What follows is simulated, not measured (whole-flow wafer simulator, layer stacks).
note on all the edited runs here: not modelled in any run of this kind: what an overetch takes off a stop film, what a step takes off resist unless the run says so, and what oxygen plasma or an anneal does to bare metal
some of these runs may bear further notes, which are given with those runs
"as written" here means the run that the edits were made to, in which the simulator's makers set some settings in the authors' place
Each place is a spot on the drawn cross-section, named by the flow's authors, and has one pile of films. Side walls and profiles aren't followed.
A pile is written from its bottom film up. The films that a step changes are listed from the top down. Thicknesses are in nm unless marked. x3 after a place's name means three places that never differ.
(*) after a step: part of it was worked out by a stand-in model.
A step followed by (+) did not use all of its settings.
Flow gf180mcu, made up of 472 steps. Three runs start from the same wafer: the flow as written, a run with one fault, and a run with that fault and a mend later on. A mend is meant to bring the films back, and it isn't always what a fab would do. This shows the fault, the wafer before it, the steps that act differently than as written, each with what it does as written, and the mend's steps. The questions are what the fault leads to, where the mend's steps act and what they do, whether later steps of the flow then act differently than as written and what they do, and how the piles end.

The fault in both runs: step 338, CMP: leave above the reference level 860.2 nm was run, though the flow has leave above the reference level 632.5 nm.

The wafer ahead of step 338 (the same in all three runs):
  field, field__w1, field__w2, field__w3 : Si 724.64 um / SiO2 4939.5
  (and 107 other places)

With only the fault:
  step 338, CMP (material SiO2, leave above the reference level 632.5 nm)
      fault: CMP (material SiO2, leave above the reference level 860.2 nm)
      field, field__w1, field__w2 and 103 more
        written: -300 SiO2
        fault: -72.3 SiO2
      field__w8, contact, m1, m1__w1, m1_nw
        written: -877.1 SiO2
        fault: -649.4 SiO2
  Later steps of the flow acting differently than as written:
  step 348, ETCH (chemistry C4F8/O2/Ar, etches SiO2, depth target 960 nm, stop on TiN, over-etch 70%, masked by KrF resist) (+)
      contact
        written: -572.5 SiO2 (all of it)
        fault: -800.2 SiO2 (all of it)
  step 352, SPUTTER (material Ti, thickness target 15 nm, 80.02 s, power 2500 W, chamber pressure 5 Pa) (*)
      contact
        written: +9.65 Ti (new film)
        fault: +8.46 Ti (new film)
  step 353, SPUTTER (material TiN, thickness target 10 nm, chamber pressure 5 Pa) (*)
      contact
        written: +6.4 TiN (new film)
        fault: +5.61 TiN (new film)
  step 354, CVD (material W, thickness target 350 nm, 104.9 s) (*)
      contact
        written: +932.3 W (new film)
        fault: +1162 W (new film)
  At field, field__w1, field__w2 and 109 more, the piles at the end differ from the flow's by more than 2% or 0.5 nm, whichever is larger.
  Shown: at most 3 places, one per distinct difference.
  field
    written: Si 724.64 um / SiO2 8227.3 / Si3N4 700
    fault: Si 724.64 um / SiO2 8455 / Si3N4 700
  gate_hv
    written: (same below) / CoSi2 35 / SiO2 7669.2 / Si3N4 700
    fault: (same below) / CoSi2 35 / SiO2 7896.9 / Si3N4 700
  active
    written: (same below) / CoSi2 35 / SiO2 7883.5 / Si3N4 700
    fault: (same below) / CoSi2 35 / SiO2 8111.2 / Si3N4 700

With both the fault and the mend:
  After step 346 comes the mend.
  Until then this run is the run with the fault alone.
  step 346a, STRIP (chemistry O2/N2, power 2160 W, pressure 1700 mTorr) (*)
      field, field__w1, field__w2 and 107 more
        -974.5 KrF resist (all of it), -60 anti-reflective coat (all of it)
      contact
        -60 anti-reflective coat (all of it)
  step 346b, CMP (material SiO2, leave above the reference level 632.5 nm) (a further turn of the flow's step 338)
      field, field__w1, field__w2 and 108 more
        -227.7 SiO2
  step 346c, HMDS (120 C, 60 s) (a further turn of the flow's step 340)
      does not change any film at any place that is followed
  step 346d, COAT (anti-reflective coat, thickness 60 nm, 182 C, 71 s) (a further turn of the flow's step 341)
      field, field__w1, field__w2 and 108 more
        +60 anti-reflective coat (new film)
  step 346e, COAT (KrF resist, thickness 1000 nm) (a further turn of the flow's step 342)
      field, field__w1, field__w2 and 108 more
        +1000 KrF resist (new film)
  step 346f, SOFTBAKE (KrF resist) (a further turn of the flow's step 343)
      does not change any film at any place that is followed
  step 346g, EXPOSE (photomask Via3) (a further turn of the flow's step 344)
      does not change any film at any place that is followed
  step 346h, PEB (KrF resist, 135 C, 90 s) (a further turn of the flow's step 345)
      field, field__w1, field__w2 and 108 more
        -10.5 KrF resist
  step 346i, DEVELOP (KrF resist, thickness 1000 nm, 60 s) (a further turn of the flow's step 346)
      field, field__w1, field__w2 and 107 more
        -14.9 KrF resist
      contact
        -989.5 KrF resist (all of it)
  None of the later steps of the flow acts differently than as written at any place that is followed.
  At every place that both follow, the piles at the end match the flow's.
